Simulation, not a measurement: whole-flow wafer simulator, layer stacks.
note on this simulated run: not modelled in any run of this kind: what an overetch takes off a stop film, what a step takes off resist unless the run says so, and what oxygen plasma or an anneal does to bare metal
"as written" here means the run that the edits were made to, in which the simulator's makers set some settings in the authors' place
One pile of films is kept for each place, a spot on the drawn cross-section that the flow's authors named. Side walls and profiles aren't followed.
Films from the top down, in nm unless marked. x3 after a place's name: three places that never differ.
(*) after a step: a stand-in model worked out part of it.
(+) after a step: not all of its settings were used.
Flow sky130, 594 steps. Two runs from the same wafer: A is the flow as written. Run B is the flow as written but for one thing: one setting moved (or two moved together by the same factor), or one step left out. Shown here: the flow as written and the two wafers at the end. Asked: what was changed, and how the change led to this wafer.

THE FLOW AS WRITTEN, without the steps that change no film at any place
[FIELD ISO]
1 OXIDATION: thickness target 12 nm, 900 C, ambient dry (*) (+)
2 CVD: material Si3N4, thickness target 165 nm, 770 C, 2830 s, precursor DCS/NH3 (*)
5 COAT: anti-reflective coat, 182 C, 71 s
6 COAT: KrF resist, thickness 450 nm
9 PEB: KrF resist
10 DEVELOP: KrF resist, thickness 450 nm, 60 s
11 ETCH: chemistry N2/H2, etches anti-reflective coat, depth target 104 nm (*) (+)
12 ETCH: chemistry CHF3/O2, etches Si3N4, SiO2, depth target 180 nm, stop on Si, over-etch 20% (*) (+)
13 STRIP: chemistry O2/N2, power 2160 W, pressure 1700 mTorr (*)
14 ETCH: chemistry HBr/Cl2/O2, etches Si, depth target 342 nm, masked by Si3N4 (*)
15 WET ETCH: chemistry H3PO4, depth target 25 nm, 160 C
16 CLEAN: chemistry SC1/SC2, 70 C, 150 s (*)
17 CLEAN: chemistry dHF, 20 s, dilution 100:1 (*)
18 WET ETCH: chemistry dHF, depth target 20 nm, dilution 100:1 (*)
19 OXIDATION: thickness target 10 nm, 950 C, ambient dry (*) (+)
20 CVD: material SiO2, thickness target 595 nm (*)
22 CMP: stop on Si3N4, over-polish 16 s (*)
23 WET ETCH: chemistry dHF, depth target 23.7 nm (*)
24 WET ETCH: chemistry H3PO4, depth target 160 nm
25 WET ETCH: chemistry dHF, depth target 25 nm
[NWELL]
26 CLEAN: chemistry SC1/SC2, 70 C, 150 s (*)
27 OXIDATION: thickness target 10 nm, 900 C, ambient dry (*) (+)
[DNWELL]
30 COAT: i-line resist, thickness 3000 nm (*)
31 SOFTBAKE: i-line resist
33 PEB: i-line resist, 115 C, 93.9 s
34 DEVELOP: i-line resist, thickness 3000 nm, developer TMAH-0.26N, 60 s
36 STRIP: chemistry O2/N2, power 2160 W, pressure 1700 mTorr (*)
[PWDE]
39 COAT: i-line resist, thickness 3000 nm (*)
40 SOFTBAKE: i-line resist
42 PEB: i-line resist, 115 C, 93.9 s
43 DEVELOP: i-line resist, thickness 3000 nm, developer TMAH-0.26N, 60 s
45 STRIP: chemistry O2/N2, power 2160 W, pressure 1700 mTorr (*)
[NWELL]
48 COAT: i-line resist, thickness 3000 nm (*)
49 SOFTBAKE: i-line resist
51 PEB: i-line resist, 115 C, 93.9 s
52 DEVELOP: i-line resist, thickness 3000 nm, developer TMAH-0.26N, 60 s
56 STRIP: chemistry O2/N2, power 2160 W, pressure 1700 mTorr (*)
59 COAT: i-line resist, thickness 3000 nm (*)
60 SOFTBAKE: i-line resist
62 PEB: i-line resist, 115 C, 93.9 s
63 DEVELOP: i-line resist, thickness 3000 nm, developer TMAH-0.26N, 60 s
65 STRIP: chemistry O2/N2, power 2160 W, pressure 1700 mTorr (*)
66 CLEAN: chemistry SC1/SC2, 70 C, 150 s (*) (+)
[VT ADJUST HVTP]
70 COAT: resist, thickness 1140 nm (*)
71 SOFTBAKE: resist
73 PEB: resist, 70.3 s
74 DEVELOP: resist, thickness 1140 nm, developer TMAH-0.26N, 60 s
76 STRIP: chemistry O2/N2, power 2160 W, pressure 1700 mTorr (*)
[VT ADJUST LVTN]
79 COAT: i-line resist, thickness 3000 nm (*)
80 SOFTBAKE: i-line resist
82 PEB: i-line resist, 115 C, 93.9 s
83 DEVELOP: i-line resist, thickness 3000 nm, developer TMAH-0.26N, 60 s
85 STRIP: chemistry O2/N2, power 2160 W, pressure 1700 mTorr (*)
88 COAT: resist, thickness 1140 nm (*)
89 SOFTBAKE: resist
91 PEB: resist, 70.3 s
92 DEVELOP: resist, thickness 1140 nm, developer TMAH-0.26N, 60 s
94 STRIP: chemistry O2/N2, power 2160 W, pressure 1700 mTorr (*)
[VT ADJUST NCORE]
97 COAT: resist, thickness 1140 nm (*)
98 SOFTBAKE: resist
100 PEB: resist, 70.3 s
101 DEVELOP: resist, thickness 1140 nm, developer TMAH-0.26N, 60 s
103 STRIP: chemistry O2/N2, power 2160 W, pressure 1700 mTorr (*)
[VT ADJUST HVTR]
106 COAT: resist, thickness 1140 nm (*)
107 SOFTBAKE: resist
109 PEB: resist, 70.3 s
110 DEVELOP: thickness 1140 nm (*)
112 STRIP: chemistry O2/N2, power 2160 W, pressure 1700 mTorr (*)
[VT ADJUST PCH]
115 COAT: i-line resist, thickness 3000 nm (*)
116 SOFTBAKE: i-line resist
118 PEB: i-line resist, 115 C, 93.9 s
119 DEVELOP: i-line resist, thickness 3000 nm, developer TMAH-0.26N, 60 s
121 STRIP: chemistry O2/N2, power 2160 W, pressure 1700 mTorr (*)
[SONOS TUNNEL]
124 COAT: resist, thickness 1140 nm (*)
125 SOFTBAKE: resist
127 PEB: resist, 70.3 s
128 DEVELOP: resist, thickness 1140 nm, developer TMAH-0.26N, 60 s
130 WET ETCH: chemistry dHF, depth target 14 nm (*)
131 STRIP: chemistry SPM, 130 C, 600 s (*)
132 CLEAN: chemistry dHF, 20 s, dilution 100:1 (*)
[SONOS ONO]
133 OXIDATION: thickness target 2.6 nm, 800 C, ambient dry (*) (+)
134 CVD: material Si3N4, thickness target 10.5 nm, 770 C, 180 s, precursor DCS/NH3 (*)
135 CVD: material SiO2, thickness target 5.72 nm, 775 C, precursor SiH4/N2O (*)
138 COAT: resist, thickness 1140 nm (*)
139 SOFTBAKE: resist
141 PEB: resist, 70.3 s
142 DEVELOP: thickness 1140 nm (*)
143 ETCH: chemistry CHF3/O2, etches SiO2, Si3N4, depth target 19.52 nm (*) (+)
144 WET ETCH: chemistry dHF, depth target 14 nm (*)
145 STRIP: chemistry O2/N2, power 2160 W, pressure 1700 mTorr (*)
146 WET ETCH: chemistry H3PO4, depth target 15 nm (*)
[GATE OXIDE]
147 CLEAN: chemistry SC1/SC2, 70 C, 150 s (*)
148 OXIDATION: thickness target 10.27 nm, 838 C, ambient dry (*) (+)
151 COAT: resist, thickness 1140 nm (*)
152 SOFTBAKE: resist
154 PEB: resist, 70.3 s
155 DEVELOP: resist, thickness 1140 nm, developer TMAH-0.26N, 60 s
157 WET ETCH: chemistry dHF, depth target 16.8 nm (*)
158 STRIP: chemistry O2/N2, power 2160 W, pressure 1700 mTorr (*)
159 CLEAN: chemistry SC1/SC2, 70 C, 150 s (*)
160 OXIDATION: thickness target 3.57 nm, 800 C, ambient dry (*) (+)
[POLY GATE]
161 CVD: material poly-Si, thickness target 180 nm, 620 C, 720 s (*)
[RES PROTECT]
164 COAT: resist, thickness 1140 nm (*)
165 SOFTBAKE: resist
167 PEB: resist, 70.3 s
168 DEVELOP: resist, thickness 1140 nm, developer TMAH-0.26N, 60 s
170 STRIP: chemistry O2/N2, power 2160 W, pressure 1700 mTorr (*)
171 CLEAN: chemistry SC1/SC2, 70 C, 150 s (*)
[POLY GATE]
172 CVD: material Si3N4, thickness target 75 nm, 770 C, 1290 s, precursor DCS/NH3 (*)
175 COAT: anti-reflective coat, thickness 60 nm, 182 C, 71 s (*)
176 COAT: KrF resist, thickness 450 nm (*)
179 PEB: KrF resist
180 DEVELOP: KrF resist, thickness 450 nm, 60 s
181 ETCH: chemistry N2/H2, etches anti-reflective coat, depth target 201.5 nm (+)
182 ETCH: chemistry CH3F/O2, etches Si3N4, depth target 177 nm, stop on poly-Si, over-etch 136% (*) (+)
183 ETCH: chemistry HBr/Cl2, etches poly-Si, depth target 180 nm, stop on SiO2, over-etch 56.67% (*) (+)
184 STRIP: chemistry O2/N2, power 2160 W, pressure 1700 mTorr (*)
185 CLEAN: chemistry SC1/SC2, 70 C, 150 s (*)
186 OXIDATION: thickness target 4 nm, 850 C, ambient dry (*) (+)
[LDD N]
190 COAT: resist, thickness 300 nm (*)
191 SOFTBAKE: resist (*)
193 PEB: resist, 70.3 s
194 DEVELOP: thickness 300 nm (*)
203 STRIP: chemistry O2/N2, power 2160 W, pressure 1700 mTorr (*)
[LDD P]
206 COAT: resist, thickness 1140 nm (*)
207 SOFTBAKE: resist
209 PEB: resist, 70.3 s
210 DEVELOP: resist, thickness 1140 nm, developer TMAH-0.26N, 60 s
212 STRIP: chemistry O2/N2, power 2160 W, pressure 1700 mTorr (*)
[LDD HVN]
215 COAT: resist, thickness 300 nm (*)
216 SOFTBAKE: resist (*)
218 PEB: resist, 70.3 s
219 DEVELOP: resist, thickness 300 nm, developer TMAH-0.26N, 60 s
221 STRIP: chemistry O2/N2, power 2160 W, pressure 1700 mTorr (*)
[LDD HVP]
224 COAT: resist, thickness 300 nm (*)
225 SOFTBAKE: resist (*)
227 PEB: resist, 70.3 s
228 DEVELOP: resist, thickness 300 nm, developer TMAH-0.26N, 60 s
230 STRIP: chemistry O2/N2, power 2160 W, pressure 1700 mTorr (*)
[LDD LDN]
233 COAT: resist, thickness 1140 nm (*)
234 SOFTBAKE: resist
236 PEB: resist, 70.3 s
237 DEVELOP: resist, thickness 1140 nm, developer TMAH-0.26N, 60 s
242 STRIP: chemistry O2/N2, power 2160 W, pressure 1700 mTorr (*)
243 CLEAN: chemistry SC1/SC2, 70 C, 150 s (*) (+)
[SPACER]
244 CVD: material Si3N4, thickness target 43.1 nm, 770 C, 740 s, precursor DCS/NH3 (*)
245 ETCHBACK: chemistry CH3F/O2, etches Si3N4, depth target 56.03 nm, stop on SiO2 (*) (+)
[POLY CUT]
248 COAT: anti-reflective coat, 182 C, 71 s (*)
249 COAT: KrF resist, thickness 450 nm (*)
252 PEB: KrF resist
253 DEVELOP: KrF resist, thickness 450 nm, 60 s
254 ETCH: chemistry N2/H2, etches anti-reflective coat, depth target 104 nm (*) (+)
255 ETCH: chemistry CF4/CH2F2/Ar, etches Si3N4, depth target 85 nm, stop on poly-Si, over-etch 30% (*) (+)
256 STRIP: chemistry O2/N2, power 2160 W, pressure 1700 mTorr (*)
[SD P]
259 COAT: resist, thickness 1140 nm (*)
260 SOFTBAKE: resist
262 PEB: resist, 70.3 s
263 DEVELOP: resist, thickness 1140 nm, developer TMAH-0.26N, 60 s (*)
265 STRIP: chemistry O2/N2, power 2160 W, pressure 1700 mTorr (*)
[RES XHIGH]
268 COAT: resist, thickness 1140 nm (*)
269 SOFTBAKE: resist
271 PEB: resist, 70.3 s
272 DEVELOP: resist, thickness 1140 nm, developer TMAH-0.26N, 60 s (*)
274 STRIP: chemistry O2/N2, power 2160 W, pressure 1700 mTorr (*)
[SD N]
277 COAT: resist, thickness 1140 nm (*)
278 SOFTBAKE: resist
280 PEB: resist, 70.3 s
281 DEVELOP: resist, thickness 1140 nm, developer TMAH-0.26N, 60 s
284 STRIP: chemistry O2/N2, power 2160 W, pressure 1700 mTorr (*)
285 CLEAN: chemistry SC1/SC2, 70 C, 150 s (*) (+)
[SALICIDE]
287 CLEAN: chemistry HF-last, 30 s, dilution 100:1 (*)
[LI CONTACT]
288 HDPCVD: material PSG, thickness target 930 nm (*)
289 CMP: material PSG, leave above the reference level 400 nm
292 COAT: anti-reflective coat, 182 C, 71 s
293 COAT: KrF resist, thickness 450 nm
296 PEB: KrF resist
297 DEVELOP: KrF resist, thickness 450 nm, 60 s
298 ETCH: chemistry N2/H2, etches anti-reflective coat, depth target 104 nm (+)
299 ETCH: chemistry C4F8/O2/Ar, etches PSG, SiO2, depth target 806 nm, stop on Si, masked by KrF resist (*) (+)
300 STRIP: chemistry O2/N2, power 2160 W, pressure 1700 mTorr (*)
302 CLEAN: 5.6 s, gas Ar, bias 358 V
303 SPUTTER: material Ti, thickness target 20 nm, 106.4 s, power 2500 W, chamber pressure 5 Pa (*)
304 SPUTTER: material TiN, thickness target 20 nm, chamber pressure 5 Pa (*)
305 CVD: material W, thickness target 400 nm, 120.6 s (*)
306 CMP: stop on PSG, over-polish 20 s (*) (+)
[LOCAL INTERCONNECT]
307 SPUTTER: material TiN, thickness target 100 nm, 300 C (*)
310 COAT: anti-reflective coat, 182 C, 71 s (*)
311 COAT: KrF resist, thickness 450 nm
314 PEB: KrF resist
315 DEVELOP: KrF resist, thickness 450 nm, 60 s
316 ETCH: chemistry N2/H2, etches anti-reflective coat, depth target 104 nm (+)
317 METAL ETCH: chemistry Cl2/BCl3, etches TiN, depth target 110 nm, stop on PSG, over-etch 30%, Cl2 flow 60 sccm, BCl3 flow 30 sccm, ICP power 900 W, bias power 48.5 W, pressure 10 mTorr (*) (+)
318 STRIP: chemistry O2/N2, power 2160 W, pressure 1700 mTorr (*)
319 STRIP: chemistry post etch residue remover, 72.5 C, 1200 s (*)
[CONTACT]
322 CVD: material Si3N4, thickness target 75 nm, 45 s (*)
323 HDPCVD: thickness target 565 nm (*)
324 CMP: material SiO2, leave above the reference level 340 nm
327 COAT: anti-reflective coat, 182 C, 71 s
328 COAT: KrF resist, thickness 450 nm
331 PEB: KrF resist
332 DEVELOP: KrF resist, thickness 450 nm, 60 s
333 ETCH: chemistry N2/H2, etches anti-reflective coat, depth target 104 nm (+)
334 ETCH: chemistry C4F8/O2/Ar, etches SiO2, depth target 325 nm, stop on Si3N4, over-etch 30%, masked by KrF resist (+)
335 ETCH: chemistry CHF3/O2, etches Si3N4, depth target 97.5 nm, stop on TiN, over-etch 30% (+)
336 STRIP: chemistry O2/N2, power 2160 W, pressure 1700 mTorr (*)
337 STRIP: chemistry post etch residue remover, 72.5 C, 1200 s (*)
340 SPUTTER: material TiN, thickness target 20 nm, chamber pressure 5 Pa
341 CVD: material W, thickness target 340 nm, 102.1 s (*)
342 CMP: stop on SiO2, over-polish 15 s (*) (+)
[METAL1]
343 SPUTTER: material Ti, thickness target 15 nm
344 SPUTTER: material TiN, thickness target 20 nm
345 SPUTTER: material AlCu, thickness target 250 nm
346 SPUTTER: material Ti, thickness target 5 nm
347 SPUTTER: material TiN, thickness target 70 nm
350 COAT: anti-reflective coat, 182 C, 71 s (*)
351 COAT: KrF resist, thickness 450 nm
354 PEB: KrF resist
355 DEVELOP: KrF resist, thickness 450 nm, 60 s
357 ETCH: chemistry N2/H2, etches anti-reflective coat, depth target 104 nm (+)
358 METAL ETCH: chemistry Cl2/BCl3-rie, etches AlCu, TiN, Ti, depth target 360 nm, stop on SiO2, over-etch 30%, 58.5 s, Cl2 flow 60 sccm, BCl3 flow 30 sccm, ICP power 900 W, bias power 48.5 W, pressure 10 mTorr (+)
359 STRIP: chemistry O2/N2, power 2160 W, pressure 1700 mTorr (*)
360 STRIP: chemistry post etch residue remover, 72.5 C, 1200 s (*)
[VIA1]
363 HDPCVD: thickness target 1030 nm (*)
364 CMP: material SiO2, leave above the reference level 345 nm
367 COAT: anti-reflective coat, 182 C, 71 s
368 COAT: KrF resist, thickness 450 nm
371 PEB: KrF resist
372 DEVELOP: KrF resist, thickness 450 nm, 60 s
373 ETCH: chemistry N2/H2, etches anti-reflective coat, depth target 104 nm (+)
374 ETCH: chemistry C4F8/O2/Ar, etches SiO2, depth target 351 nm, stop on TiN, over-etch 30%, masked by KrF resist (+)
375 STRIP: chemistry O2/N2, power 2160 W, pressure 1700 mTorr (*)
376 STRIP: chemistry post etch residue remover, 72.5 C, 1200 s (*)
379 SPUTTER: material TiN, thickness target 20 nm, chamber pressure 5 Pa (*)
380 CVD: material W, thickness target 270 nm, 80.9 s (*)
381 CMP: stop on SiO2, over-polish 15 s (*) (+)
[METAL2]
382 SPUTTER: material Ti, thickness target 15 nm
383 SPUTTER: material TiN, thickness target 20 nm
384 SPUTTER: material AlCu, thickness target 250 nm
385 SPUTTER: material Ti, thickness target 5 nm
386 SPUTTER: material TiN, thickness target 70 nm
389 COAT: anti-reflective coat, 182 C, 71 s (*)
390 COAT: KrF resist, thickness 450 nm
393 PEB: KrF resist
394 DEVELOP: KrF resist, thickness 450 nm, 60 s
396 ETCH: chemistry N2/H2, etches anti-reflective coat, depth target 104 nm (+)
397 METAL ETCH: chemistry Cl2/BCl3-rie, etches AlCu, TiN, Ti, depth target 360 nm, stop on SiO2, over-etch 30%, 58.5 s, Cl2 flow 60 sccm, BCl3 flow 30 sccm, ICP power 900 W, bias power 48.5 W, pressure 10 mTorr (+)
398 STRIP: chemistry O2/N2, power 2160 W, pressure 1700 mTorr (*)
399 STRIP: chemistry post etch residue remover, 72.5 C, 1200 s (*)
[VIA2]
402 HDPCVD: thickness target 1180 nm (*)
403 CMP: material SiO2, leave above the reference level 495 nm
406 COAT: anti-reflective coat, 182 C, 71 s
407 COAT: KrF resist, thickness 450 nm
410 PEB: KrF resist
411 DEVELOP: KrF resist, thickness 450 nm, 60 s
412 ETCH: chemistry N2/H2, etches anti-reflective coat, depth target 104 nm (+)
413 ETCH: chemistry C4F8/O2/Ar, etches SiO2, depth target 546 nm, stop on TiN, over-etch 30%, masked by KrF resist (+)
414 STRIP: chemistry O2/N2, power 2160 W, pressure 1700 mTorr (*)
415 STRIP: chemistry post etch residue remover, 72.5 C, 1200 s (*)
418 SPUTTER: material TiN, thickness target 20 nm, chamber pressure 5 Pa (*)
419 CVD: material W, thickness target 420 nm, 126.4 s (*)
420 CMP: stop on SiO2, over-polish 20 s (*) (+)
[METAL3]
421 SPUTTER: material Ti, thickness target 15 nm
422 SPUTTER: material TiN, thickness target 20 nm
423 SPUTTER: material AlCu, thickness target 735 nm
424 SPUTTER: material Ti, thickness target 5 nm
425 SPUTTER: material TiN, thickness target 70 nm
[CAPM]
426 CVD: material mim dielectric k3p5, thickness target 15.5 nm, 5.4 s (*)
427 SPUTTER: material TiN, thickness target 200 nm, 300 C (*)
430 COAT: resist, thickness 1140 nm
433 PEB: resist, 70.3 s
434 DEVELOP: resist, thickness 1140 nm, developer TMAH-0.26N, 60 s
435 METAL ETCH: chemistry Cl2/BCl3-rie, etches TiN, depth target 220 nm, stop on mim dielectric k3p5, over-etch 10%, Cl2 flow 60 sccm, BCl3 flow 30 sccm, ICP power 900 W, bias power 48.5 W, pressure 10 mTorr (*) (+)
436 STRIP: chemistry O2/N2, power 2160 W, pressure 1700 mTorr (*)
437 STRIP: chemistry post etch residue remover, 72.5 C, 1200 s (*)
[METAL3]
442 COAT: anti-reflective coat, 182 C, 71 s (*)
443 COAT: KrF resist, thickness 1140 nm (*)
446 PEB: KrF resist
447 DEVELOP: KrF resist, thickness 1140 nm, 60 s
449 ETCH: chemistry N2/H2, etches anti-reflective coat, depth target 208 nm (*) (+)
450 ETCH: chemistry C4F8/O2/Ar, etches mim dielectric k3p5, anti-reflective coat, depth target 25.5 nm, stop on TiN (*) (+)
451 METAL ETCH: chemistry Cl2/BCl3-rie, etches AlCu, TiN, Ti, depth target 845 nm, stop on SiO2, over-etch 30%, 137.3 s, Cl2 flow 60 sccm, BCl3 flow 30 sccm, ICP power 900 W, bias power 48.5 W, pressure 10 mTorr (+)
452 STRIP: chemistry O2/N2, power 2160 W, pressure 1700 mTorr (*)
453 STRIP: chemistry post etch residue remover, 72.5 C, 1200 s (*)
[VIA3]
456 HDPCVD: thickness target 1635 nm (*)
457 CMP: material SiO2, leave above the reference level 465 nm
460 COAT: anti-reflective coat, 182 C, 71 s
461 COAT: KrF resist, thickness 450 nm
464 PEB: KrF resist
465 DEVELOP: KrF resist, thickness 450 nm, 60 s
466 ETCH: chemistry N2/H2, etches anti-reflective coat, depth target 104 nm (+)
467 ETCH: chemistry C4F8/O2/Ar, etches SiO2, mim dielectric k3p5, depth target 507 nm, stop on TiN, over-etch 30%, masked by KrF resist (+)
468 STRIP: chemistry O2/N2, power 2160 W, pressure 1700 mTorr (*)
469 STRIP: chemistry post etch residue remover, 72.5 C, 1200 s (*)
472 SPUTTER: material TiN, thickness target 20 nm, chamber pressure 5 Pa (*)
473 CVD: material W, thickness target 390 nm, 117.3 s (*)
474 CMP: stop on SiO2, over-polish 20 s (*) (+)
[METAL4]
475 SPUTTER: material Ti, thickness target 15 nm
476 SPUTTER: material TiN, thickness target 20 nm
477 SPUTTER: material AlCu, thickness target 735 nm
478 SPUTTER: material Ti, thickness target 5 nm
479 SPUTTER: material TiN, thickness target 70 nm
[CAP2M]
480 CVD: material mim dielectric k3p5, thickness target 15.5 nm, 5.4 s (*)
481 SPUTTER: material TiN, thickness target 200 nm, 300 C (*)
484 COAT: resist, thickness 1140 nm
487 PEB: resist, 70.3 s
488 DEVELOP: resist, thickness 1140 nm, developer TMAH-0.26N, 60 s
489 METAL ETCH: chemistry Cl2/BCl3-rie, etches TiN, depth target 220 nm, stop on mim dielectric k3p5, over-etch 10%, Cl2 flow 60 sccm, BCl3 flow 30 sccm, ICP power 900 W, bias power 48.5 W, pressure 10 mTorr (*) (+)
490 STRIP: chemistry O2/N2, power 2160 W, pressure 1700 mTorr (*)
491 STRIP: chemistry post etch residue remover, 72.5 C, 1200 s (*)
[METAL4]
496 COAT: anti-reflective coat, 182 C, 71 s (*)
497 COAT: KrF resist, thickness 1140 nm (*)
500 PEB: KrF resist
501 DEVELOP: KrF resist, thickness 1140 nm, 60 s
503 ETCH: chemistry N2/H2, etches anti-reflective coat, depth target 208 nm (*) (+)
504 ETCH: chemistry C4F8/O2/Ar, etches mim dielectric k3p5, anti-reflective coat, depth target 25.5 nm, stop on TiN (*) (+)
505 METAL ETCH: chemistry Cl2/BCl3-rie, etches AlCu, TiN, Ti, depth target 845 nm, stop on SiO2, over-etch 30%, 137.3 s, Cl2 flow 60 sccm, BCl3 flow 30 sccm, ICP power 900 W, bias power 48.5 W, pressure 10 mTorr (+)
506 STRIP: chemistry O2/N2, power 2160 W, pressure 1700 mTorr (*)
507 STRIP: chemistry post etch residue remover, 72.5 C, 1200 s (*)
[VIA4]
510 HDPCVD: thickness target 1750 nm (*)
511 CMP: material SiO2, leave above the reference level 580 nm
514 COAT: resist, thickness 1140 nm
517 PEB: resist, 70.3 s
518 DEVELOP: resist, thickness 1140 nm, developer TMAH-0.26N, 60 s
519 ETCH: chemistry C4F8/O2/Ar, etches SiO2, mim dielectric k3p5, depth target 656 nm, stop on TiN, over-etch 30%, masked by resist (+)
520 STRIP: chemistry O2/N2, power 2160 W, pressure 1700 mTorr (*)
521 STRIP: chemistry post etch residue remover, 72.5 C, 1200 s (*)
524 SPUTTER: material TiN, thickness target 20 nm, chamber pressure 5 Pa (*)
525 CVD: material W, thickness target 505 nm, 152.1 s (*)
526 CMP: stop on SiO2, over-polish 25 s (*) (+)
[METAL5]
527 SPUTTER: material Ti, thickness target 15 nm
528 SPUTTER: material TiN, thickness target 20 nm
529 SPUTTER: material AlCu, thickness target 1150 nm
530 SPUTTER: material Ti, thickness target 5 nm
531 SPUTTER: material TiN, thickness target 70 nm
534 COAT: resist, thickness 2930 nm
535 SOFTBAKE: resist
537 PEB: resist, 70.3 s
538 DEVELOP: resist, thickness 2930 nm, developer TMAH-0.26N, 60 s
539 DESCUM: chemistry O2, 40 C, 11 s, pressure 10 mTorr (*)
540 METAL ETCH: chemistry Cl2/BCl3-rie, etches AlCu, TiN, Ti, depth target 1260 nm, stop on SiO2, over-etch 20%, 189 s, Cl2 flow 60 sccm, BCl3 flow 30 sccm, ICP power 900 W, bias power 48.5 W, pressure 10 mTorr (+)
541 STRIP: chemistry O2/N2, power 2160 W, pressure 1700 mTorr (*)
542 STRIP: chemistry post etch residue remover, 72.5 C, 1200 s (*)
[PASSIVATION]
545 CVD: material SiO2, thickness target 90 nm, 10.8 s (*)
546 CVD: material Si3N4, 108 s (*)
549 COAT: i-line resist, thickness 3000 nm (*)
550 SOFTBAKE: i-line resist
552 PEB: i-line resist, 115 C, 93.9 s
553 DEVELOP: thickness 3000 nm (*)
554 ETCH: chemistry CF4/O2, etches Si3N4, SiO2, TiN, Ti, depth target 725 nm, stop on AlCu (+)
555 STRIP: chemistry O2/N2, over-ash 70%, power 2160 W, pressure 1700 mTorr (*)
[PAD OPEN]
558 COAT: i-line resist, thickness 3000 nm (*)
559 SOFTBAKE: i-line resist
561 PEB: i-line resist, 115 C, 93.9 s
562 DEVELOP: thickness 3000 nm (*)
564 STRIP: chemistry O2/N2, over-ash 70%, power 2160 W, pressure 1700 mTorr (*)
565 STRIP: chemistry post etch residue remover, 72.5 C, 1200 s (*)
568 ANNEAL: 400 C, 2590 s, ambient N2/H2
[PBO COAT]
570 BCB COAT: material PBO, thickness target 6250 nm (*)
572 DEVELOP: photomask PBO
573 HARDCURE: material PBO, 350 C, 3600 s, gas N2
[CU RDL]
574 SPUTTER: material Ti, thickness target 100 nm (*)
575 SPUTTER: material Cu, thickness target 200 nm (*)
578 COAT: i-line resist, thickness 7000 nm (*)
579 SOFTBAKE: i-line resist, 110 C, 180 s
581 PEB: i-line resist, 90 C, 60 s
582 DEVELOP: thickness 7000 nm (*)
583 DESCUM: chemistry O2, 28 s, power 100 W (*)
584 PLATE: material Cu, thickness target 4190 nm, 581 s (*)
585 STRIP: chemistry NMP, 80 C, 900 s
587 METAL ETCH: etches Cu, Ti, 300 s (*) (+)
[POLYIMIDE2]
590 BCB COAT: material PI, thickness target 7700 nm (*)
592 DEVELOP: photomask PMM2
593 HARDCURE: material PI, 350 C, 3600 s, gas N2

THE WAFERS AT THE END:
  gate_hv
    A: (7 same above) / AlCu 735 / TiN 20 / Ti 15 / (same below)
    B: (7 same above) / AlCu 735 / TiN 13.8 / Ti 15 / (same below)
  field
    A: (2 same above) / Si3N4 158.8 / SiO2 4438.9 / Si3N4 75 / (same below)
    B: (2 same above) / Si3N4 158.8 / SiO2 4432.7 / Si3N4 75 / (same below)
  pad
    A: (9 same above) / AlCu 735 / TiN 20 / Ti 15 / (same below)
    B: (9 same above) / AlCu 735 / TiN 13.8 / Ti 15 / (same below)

The cause: step 476, SPUTTER: thickness target 13.8 nm was run, where the flow has thickness target 20 nm.
It can be read off the wafer: gate_hv has TiN 13.8, and step 476 as written asks for 20 nm.

How the change led to this, step by step:
  476 SPUTTER: material TiN, thickness target 20 nm
      field, active, n_well and 189 more: A TiN +20 (new film) | B TiN +13.8 (new film)
  505 METAL ETCH: chemistry Cl2/BCl3-rie, etches AlCu, TiN, Ti, depth target 845 nm, stop on SiO2, over-etch 30%, 137.3 s, Cl2 flow 60 sccm, BCl3 flow 30 sccm, ICP power 900 W, bias power 48.5 W, pressure 10 mTorr (+)
      field, gate, spacer and 68 more: A TiN -70 (all of it), Ti -5 (all of it), AlCu -735 (all of it), TiN -20 (all of it), Ti -15 (all of it), SiO2 -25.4 | B TiN -70 (all of it), Ti -5 (all of it), AlCu -735 (all of it), TiN -13.8 (all of it), Ti -15 (all of it), SiO2 -26
      active, vpp_iso1, mim_edge_plate and 14 more: A TiN -70 (all of it), Ti -5 (all of it), AlCu -735 (all of it), TiN -20 (all of it), Ti -15 (all of it), SiO2 -25.3 | B TiN -70 (all of it), Ti -5 (all of it), AlCu -735 (all of it), TiN -13.8 (all of it), Ti -15 (all of it), SiO2 -26
